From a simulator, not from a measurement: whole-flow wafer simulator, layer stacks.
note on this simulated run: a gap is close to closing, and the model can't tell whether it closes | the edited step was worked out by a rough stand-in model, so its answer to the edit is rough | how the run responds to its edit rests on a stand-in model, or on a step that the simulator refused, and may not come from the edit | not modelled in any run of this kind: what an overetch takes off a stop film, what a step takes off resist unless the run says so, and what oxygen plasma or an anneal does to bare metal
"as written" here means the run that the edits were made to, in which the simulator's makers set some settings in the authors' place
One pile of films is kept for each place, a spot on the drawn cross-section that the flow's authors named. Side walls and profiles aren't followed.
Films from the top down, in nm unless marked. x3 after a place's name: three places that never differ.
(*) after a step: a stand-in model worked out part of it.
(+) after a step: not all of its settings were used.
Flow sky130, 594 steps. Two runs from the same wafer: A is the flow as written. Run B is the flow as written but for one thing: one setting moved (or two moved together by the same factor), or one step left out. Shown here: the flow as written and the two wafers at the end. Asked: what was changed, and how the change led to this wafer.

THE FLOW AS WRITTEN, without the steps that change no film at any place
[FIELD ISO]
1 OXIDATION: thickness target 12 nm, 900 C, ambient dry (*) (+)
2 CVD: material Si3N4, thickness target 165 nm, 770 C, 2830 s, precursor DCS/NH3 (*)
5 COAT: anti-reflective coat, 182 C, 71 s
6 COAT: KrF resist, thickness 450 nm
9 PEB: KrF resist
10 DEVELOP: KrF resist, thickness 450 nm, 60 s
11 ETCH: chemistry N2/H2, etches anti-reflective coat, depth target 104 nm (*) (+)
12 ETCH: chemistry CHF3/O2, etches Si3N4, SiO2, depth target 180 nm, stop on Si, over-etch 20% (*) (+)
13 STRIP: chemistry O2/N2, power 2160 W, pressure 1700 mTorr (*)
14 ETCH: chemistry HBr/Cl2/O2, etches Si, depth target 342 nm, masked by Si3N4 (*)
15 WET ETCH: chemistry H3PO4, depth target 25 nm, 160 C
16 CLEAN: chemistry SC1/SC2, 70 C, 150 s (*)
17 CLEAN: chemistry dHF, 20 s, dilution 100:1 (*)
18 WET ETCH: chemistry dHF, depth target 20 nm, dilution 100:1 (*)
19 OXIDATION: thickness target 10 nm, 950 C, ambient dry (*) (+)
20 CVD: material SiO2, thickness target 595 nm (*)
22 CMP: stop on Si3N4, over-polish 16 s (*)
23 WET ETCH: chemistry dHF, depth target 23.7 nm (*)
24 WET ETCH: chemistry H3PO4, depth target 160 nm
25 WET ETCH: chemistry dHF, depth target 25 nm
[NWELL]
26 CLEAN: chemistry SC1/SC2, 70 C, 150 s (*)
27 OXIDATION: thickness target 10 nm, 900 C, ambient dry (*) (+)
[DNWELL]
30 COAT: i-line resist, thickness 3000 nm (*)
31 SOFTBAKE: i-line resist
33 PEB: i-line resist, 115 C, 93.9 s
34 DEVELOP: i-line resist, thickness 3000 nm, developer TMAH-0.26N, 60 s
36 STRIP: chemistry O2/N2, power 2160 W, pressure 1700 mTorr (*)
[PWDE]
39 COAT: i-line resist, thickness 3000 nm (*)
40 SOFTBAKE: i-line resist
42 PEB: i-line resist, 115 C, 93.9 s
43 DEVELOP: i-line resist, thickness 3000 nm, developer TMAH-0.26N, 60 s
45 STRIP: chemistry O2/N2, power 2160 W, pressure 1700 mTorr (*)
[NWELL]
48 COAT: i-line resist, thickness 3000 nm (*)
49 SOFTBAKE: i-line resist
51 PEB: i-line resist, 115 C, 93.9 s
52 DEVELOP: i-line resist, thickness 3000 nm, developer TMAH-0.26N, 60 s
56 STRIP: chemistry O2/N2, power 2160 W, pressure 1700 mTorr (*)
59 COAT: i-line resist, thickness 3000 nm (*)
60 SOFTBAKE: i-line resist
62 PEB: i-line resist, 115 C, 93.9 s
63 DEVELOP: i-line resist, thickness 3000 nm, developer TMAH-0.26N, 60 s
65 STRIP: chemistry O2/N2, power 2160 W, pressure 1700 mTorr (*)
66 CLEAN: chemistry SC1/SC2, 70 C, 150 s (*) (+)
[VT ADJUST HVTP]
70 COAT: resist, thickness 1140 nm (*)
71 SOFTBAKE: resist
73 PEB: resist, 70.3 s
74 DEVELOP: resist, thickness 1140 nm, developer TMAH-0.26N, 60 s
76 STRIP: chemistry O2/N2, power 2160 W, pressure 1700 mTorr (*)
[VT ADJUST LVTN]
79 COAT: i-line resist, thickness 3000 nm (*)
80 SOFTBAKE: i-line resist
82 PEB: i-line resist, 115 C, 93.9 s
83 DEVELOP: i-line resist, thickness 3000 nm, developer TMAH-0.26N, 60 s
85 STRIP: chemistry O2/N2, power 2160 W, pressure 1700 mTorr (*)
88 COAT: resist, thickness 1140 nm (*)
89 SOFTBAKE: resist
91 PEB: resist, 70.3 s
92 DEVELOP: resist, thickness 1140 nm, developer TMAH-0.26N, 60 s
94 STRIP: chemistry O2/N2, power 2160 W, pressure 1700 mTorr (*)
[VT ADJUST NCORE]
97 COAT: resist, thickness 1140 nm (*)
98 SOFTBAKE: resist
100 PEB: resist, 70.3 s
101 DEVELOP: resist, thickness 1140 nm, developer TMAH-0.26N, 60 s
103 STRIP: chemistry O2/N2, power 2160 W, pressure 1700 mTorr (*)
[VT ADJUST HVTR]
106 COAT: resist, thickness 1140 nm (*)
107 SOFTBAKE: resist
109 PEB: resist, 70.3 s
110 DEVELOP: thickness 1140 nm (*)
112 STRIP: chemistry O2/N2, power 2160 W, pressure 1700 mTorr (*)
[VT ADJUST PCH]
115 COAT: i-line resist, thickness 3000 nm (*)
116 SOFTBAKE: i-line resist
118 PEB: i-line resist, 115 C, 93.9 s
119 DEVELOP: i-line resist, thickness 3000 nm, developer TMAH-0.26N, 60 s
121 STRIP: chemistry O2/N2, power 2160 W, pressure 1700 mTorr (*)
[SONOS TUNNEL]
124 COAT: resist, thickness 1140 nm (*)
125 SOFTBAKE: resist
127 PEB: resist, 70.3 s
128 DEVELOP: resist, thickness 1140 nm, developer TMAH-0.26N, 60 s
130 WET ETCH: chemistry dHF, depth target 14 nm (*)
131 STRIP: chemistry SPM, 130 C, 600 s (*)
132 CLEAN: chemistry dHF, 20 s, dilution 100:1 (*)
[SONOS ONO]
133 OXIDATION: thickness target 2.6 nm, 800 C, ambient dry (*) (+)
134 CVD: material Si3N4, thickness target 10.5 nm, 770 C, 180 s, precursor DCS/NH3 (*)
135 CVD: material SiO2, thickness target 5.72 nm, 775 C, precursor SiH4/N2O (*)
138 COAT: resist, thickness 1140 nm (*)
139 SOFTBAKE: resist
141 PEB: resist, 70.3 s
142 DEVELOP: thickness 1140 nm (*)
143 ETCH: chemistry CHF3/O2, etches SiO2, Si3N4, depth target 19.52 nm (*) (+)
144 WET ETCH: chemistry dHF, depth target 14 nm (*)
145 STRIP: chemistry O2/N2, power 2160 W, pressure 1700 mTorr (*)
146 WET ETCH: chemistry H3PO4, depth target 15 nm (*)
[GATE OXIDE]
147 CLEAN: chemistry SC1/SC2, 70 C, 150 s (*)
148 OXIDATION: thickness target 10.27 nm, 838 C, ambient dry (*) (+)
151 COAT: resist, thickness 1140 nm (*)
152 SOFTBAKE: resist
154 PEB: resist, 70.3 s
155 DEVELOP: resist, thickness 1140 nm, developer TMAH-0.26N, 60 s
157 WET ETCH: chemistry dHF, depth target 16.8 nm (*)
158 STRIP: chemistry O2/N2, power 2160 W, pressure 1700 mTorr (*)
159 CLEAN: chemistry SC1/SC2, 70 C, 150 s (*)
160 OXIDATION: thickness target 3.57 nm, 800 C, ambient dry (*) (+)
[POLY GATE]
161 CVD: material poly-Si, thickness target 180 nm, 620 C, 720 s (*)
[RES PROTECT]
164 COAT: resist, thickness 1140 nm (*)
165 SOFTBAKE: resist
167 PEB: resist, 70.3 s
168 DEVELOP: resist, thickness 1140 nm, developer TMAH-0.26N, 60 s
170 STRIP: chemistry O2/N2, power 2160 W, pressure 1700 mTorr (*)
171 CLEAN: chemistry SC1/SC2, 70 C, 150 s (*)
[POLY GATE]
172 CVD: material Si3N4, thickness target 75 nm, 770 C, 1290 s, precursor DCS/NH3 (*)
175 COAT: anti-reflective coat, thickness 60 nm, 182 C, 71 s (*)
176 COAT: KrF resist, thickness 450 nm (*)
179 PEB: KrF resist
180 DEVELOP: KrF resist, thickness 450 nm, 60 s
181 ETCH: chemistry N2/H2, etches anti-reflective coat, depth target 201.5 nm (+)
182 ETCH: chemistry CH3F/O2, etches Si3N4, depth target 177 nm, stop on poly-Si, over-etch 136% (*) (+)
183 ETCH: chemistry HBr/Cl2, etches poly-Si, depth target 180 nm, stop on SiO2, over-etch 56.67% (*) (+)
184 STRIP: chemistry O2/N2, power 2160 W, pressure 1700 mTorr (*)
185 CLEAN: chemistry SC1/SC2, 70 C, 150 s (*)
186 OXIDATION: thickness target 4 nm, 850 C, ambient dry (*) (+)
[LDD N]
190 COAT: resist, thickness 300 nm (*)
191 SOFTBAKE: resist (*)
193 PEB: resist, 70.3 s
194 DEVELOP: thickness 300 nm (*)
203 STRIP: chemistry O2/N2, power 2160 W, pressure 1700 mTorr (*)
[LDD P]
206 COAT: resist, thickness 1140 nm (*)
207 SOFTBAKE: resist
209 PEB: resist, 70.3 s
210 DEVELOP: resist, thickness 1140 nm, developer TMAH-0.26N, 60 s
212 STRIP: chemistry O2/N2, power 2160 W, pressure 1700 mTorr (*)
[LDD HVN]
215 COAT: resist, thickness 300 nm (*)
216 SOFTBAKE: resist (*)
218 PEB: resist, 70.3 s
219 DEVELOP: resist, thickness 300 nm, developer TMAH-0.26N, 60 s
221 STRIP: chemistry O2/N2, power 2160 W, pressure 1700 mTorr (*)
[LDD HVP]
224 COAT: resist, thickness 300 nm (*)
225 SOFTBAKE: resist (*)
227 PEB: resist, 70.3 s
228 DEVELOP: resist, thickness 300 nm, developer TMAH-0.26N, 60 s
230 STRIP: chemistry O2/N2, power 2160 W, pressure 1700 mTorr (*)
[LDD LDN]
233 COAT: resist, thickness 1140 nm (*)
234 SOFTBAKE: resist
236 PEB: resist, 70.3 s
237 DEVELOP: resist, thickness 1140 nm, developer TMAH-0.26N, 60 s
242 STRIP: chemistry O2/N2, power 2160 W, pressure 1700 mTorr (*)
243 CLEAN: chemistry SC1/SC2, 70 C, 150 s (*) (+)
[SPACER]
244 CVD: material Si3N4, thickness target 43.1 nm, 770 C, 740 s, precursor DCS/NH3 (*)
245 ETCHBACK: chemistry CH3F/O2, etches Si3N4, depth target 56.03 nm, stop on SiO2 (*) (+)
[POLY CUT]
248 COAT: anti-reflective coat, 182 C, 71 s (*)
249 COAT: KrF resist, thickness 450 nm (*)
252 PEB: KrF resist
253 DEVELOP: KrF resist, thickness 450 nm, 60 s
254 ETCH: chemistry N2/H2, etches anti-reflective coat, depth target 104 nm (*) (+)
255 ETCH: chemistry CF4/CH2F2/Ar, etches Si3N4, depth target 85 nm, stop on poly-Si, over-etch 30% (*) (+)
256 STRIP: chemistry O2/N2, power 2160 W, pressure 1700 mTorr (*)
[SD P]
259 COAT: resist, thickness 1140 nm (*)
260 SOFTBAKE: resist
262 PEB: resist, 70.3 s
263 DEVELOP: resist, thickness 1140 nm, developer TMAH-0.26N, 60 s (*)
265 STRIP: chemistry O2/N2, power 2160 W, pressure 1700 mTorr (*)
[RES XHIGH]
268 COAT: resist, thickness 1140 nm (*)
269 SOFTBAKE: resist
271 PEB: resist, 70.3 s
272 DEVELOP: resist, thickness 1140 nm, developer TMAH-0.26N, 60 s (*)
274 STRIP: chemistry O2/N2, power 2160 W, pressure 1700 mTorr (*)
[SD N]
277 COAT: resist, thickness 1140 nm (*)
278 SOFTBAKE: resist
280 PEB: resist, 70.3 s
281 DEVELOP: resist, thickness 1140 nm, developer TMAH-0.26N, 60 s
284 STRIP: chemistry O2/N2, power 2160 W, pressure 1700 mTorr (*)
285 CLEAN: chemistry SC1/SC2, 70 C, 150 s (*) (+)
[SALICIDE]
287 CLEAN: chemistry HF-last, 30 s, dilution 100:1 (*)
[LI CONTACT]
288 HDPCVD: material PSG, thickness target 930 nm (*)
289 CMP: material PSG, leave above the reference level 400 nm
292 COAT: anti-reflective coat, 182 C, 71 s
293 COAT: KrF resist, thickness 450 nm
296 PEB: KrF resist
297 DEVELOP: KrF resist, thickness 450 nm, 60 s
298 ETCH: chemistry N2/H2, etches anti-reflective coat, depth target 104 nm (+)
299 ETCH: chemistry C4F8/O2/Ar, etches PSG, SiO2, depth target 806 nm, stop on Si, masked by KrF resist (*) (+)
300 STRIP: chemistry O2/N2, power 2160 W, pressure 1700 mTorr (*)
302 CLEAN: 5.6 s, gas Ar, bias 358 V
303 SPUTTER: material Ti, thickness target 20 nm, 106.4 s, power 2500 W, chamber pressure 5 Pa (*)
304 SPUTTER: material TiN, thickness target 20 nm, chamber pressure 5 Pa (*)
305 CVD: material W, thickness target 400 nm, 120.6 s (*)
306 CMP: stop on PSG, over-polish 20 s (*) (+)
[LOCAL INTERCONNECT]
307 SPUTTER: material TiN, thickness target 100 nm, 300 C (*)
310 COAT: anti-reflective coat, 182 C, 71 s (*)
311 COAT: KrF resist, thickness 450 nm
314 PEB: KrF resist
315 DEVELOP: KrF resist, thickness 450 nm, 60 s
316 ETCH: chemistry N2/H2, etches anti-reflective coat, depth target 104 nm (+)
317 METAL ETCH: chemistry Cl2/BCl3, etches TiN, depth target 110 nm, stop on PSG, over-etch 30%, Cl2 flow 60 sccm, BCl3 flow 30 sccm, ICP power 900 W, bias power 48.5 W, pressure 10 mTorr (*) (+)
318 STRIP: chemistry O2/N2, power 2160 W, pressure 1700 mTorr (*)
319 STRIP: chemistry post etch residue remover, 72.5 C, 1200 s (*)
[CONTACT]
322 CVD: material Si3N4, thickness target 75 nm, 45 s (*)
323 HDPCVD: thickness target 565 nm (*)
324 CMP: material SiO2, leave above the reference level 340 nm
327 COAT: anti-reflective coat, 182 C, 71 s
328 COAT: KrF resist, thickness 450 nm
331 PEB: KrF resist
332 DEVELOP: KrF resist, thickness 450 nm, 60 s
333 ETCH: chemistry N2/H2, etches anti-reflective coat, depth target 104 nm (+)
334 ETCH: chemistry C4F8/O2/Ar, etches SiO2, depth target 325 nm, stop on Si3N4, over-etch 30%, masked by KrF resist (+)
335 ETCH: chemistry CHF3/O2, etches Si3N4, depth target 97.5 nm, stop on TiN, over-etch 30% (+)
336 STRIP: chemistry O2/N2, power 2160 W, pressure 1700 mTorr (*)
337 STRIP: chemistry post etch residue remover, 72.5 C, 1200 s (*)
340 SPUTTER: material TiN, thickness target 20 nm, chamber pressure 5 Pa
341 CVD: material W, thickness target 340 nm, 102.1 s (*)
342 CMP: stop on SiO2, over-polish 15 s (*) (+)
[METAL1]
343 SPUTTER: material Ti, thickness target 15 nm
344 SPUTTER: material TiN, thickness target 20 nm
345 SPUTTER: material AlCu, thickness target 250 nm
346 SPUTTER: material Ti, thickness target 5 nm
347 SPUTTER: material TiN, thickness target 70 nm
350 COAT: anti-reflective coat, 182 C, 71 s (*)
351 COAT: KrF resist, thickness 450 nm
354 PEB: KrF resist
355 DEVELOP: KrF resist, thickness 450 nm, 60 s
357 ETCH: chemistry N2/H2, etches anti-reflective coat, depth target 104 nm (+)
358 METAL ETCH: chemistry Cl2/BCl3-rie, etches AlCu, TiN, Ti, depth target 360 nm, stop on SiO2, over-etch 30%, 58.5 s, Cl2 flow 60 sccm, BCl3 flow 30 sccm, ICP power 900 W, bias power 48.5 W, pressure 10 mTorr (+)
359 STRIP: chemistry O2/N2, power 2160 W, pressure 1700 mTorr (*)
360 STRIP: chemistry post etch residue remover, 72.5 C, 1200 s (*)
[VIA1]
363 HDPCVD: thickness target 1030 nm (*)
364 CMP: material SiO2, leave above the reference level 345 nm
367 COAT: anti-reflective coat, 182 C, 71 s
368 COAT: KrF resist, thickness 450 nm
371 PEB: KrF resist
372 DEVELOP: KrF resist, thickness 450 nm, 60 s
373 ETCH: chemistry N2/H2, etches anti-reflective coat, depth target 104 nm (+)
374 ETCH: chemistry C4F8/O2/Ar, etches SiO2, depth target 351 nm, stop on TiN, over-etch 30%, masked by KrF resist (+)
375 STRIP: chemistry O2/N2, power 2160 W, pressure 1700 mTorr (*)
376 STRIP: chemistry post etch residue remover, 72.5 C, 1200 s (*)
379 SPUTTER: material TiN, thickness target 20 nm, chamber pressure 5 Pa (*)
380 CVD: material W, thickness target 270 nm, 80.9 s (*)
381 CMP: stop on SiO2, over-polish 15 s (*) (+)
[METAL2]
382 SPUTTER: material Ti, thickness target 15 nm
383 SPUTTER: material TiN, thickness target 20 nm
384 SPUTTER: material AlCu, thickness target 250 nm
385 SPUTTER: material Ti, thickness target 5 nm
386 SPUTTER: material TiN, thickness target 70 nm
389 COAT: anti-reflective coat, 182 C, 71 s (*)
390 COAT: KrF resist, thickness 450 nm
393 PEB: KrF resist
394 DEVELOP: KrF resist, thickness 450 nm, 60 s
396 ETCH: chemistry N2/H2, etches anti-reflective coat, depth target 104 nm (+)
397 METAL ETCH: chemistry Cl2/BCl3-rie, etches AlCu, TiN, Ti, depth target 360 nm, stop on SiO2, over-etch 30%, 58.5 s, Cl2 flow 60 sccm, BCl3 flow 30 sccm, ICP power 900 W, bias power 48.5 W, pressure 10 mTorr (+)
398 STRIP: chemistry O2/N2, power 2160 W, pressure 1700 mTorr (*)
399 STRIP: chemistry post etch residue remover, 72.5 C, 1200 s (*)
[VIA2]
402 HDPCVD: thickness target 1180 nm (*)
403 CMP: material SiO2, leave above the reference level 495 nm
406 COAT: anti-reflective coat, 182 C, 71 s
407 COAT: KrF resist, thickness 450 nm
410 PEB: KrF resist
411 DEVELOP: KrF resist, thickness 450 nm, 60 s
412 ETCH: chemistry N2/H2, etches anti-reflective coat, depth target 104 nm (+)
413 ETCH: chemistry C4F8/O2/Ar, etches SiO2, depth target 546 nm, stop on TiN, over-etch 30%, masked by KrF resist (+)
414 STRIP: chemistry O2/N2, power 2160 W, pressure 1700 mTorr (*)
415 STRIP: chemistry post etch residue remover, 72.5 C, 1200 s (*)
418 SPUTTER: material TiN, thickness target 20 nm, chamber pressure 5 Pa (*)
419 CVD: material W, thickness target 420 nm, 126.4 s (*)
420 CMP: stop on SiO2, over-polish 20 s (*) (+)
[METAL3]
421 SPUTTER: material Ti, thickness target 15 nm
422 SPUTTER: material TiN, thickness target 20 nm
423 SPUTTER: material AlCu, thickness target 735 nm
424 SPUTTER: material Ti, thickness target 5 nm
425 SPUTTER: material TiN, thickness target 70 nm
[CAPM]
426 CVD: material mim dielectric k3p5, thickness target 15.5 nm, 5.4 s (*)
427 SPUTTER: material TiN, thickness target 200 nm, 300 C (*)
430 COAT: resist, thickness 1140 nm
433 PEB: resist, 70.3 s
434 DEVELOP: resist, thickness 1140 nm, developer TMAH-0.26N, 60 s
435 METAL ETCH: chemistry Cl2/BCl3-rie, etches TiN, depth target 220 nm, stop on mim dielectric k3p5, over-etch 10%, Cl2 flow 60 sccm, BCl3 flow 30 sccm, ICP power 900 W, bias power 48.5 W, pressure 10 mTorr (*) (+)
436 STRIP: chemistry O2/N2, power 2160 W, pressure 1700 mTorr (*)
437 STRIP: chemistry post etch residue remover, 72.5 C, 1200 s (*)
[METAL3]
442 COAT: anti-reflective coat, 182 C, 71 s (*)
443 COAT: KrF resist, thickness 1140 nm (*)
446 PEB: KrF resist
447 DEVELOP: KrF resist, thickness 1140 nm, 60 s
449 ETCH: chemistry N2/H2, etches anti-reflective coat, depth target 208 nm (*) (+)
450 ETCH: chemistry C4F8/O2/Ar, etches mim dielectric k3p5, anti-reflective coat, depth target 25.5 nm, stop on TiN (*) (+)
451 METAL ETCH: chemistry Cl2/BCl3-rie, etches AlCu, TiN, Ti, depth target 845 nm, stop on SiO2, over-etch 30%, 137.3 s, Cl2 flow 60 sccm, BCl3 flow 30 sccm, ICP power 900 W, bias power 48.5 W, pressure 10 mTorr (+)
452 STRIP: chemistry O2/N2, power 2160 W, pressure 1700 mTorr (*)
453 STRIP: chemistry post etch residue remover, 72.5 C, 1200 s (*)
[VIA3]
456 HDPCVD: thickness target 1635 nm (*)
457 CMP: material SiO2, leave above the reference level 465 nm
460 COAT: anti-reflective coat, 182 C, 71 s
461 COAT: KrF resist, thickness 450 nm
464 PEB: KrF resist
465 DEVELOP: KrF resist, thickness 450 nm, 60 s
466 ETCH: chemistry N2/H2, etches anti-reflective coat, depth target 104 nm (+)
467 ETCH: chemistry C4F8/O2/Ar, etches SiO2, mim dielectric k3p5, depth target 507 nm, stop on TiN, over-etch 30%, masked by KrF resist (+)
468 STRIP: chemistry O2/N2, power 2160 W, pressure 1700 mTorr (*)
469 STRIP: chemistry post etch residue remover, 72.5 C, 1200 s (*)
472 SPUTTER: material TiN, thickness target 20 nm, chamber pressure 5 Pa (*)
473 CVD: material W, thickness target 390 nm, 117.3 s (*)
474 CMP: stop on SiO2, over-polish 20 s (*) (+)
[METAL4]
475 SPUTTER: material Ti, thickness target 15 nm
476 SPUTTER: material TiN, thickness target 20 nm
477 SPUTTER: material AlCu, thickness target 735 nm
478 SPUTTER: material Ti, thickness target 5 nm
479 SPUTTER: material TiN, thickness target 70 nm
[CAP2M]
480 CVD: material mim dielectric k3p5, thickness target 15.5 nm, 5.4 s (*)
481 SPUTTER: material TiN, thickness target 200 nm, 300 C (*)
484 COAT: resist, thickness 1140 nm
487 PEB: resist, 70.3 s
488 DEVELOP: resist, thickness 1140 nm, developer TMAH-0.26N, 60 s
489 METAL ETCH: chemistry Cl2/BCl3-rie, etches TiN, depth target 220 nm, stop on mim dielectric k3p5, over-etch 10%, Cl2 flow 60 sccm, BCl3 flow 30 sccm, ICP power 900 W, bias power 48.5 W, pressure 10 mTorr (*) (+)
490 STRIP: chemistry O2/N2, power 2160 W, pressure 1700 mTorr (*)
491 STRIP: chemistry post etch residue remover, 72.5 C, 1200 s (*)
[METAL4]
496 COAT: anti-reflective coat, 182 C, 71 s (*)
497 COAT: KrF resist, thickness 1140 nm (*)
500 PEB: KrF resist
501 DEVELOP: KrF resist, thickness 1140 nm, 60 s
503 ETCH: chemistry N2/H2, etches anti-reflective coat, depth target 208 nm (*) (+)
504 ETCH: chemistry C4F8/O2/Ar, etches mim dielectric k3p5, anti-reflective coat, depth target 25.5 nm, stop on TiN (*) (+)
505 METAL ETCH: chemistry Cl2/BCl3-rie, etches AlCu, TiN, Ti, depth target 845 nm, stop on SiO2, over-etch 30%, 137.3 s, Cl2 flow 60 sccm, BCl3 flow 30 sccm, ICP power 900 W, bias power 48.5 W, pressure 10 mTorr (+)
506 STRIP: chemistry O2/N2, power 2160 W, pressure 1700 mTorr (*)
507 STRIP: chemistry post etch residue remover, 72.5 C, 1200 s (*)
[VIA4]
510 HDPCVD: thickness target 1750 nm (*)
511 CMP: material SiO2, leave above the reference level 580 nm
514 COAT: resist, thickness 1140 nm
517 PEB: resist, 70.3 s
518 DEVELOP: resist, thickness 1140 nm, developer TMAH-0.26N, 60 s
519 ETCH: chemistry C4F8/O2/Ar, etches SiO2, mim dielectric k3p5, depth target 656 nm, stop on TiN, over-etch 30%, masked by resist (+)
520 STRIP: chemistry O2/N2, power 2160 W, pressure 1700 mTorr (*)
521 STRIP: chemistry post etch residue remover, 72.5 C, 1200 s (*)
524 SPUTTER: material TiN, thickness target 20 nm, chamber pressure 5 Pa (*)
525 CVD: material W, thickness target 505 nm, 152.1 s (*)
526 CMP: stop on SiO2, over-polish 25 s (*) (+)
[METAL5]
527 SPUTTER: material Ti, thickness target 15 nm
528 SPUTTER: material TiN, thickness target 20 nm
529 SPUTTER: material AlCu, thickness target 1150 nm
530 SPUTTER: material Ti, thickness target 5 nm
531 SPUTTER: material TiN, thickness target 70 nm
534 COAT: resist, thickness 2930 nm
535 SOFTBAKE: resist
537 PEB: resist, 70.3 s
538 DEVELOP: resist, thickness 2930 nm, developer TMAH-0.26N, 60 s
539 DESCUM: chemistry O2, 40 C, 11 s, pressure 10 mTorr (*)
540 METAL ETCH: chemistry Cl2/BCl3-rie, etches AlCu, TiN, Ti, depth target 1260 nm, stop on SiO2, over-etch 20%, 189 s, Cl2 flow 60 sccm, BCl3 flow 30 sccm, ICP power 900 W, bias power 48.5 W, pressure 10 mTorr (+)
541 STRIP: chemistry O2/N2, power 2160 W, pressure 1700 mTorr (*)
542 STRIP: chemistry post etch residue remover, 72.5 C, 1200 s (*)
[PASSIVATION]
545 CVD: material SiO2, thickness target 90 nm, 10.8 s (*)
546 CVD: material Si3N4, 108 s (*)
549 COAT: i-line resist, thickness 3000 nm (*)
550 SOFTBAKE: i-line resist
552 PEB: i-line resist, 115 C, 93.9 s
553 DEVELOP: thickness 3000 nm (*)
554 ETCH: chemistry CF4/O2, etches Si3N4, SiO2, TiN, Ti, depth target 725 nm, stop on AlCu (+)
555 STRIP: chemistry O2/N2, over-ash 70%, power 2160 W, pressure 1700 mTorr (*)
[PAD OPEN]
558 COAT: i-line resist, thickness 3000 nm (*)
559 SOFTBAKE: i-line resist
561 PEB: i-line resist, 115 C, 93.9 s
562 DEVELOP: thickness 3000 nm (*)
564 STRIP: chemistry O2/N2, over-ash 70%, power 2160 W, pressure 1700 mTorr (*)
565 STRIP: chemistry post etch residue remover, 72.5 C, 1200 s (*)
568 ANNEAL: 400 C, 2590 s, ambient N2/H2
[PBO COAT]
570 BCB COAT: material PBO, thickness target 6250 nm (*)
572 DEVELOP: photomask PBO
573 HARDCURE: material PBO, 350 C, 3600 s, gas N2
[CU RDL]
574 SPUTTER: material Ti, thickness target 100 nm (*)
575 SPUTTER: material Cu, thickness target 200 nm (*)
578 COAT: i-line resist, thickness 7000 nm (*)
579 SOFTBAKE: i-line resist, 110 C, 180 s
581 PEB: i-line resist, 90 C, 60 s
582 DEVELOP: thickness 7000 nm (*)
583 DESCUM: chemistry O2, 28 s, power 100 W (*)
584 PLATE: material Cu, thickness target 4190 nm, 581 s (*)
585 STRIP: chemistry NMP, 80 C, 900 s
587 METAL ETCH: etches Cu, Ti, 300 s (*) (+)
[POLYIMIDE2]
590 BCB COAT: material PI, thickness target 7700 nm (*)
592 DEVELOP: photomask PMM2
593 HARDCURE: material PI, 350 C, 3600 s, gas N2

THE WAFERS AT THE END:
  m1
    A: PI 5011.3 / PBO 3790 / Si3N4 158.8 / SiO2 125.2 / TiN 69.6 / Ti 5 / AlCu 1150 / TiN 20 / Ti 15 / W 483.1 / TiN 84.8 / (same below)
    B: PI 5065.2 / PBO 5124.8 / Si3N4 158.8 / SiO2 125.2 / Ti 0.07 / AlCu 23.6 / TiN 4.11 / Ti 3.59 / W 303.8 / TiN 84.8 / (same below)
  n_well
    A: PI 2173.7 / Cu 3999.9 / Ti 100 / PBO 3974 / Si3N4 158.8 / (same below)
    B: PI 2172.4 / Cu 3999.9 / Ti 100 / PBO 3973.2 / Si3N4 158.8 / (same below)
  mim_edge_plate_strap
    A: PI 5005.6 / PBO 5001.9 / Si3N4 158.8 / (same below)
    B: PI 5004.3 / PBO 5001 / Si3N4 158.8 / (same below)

The cause: step 525, CVD: thickness target 303 nm was run, where the flow has thickness target 505 nm; step 525, CVD: 91.28 s was run, where the flow has 152.1 s.

How the change led to this, step by step:
  525 CVD: material W, thickness target 505 nm, 152.1 s (*)
      field, active, n_well and 188 more: A W +505 (new film) | B W +303.8 (new film)
      m1: A W +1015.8 (new film) | B W +303.8 (new film)
      (and at 1 more place)
  526 CMP: stop on SiO2, over-polish 25 s (*) (+)
      m1, via4_hole: A W -532.7 | B nothing
      field, active, n_well and 188 more: A W -505 (all of it), TiN -20 (all of it), SiO2 -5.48 | B W -303.8 (all of it), TiN -20 (all of it), SiO2 -5.48
  527 SPUTTER: material Ti, thickness target 15 nm
      m1: A Ti +15 (new film) | B Ti +3.59 (new film)
  528 SPUTTER: material TiN, thickness target 20 nm
      m1: A TiN +20 (new film) | B TiN +4.11 (new film)
  529 SPUTTER: material AlCu, thickness target 1150 nm
      m1: A AlCu +1150 (new film) | B AlCu +23.6 (new film)
  530 SPUTTER: material Ti, thickness target 5 nm
      m1: A Ti +5 (new film) | B Ti +0.07 (new film)
  531 SPUTTER: material TiN, thickness target 70 nm
      m1: A TiN +70 (new film) | B TiN +0.38 (new film)
  534 COAT: resist, thickness 2930 nm
      m1: A resist +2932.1 (new film) | B resist +4331.8 (new film)
      via4_hole: A resist +2932.1 (new film) | B resist +3105.1 (new film)
  535 SOFTBAKE: resist
      gate_hv: A nothing | B resist -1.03
      pwell_dnw: A nothing | B resist +0.89
      (and at 26 more places)
  537 PEB: resist, 70.3 s
      m1: A resist -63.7 | B resist -108
      via4_hole: A resist -63.7 | B resist -68.8
  541 STRIP: chemistry O2/N2, power 2160 W, pressure 1700 mTorr (*)
      m1: A resist -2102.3 (all of it) | B resist -3462.2 (all of it)
      via4_hole: A resist -2102.3 (all of it) | B resist -2273.4 (all of it)
  549 COAT: i-line resist, thickness 3000 nm (*)
      gate: A i-line resist +3117.7 (new film) | B i-line resist +3000.7 (new film)
      m1: A i-line resist +1851.1 (new film) | B i-line resist +3125.5 (new film)
      (and at 6 more places)
  550 SOFTBAKE: i-line resist
      active: A i-line resist +12 | B i-line resist -0.67
      gate_p: A i-line resist +8.01 | B i-line resist -1.76
      (and at 38 more places)
  552 PEB: i-line resist, 115 C, 93.9 s
      m1: A i-line resist -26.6 | B i-line resist -50.7
      via4_hole: A i-line resist -27.3 | B i-line resist -30.3
  555 STRIP: chemistry O2/N2, over-ash 70%, power 2160 W, pressure 1700 mTorr (*)
      m1: A i-line resist -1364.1 (all of it) | B i-line resist -2715.3 (all of it)
      via4_hole: A i-line resist -1406.1 (all of it) | B i-line resist -1576.7 (all of it)
  558 COAT: i-line resist, thickness 3000 nm (*)
      gate: A i-line resist +3117.7 (new film) | B i-line resist +3000.7 (new film)
      m1: A i-line resist +1851.1 (new film) | B i-line resist +3125.5 (new film)
      (and at 6 more places)
  ... 4 more steps ...
  579 SOFTBAKE: i-line resist, 110 C, 180 s
      gate: A i-line resist -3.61 | B i-line resist +1.97
      gate_hv: A i-line resist -3.53 | B i-line resist +1.92
      (and at 88 more places)
